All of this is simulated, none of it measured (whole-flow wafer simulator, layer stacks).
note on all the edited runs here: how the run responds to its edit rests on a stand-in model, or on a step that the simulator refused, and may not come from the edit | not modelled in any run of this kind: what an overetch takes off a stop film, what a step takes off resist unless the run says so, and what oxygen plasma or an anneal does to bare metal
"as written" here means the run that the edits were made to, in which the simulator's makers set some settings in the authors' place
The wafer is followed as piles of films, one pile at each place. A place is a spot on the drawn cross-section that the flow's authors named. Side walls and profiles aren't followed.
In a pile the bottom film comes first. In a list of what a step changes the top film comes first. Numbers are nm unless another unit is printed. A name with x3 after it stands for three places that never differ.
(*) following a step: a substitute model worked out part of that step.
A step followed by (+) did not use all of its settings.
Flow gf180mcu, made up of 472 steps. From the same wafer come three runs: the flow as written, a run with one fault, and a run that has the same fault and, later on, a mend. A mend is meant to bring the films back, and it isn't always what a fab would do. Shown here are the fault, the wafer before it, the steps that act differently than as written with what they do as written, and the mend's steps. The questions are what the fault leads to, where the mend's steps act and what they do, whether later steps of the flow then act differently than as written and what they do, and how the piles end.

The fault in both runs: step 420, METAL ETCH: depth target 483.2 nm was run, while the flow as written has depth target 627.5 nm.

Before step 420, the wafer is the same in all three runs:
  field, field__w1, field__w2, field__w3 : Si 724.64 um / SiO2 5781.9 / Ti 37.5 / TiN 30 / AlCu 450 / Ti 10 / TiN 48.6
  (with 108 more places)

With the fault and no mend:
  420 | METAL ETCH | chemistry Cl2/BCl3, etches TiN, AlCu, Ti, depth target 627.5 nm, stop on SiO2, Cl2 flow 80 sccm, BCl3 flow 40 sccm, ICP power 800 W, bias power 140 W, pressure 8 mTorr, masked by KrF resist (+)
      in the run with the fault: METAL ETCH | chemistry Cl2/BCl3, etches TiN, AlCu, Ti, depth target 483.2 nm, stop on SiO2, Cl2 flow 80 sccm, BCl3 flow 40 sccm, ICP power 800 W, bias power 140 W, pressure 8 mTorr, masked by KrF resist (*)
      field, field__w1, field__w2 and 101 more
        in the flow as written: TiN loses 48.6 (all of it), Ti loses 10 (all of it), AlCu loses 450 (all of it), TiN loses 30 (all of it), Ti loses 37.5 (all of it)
        in the run with the fault: TiN loses 48.6 (all of it), Ti loses 10 (all of it), AlCu loses 424.6
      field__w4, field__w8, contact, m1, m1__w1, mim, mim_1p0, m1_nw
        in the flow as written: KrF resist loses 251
        in the run with the fault: KrF resist loses 193.3
  Steps further on in the flow that do not act as written (1 more step, not shown, differs only slightly: by at most 2% or 0.5 nm, whichever is larger):
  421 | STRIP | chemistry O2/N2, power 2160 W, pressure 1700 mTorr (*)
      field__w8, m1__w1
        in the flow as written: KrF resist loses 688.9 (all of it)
        in the run with the fault: KrF resist loses 746.6 (all of it)
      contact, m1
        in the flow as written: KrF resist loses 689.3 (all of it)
        in the run with the fault: KrF resist loses 747 (all of it)
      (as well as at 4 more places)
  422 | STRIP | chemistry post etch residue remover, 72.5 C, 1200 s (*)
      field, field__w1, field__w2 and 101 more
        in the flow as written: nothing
        in the run with the fault: AlCu loses 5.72
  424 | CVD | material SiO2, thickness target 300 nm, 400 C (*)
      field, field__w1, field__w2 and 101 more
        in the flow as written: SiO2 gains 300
        in the run with the fault: SiO2 gains 300 (new film)
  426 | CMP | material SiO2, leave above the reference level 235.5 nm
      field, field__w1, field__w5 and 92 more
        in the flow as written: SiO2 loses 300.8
        in the run with the fault: SiO2 loses 388
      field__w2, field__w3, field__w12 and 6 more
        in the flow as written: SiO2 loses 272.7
        in the run with the fault: SiO2 loses 363.8
  At field, field__w1, field__w2 and 101 more, the piles at the end differ from the flow's by more than 2% or 0.5 nm, whichever is larger.
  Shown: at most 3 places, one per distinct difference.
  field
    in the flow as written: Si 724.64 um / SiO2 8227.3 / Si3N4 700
    in the run with the fault: Si 724.64 um / SiO2 5781.9 / Ti 37.5 / TiN 30 / AlCu 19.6 / SiO2 2358.2 / Si3N4 700
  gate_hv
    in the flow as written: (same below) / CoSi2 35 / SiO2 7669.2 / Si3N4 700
    in the run with the fault: (same below) / CoSi2 35 / SiO2 5223.8 / Ti 37.5 / TiN 30 / AlCu 19.6 / SiO2 2358.2 / Si3N4 700
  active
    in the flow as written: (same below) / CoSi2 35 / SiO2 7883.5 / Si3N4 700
    in the run with the fault: (same below) / CoSi2 35 / SiO2 5438.1 / Ti 37.5 / TiN 30 / AlCu 19.6 / SiO2 2358.2 / Si3N4 700

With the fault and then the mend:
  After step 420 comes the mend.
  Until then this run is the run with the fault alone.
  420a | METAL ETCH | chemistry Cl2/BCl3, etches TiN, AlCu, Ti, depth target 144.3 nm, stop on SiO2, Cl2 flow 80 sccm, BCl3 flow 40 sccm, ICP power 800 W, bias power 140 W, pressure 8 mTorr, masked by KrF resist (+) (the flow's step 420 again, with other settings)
      field, field__w1, field__w2 and 101 more
        AlCu loses 25.4 (all of it), TiN loses 30 (all of it), Ti loses 37.5 (all of it)
      field__w4, field__w8, contact, m1, m1__w1, mim, mim_1p0, m1_nw
        KrF resist loses 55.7
  Every later step of the flow that is run acts as written, at every place that is followed, to within 2% or 0.5 nm, whichever is larger.
  By the end, the piles equal the flow's at every place that both follow.
